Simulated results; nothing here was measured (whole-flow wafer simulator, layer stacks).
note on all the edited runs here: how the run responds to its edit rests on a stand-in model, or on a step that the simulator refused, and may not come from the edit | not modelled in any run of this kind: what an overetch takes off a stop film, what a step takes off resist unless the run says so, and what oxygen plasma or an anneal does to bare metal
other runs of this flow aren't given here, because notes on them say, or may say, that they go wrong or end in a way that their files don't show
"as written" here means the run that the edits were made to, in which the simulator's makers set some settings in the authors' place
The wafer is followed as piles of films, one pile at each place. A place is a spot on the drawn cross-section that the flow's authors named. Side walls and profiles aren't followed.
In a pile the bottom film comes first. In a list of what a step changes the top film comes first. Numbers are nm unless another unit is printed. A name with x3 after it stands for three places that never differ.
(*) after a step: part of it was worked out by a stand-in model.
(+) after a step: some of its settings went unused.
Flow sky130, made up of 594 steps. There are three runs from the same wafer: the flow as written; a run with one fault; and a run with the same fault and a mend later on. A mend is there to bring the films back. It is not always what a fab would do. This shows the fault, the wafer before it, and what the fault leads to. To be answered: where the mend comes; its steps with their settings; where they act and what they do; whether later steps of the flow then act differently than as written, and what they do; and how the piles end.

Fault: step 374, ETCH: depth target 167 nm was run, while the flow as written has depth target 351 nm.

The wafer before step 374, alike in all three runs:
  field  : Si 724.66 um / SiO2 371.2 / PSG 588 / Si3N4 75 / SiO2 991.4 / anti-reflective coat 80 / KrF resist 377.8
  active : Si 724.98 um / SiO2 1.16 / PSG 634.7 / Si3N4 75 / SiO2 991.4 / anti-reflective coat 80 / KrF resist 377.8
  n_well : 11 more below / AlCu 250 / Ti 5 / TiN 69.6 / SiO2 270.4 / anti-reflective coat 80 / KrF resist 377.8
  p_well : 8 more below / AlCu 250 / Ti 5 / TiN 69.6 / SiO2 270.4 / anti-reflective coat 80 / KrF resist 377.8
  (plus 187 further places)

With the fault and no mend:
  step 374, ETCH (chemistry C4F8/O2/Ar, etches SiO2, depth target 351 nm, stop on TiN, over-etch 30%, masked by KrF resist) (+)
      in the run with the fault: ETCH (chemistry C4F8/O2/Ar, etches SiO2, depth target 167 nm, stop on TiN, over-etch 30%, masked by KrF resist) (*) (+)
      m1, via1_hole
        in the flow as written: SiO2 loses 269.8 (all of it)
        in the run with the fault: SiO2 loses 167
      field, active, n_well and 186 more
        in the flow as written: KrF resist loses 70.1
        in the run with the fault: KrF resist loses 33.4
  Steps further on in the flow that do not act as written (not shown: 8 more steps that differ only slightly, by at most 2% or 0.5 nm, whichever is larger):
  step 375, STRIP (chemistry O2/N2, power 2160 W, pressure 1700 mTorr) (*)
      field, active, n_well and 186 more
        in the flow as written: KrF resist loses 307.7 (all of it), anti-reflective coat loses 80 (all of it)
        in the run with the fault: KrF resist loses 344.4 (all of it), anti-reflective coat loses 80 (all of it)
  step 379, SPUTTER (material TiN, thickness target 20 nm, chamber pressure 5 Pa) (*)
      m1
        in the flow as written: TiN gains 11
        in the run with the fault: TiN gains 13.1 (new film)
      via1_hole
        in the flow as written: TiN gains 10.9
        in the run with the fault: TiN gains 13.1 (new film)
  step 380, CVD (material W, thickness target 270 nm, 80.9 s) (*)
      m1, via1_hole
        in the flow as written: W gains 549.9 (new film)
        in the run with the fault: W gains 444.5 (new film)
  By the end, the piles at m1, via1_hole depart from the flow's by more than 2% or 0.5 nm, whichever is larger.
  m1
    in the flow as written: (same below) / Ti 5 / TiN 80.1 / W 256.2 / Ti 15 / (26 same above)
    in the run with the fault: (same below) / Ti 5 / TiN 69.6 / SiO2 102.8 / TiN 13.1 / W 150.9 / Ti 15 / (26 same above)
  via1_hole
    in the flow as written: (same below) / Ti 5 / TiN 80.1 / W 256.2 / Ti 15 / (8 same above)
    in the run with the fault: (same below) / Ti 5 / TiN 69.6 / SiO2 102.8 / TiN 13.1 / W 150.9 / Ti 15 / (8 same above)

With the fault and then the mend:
  The mend stands after step 374.
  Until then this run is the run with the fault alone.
  step 374a, ETCH (chemistry C4F8/O2/Ar, etches SiO2, depth target 184 nm, stop on TiN, over-etch 30%, masked by KrF resist) (+) (the flow's step 374, run once more with other settings)
      field, active, n_well and 186 more
        KrF resist loses 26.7
      m1, via1_hole
        SiO2 loses 102.8 (all of it)
  Steps further on in the flow that do not act as written:
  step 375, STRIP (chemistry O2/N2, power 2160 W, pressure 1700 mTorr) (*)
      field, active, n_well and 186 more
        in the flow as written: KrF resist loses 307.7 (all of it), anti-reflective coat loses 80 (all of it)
        in the run with the mend: KrF resist loses 317.7 (all of it), anti-reflective coat loses 80 (all of it)
  At every place that both follow, the piles at the end match the flow's.
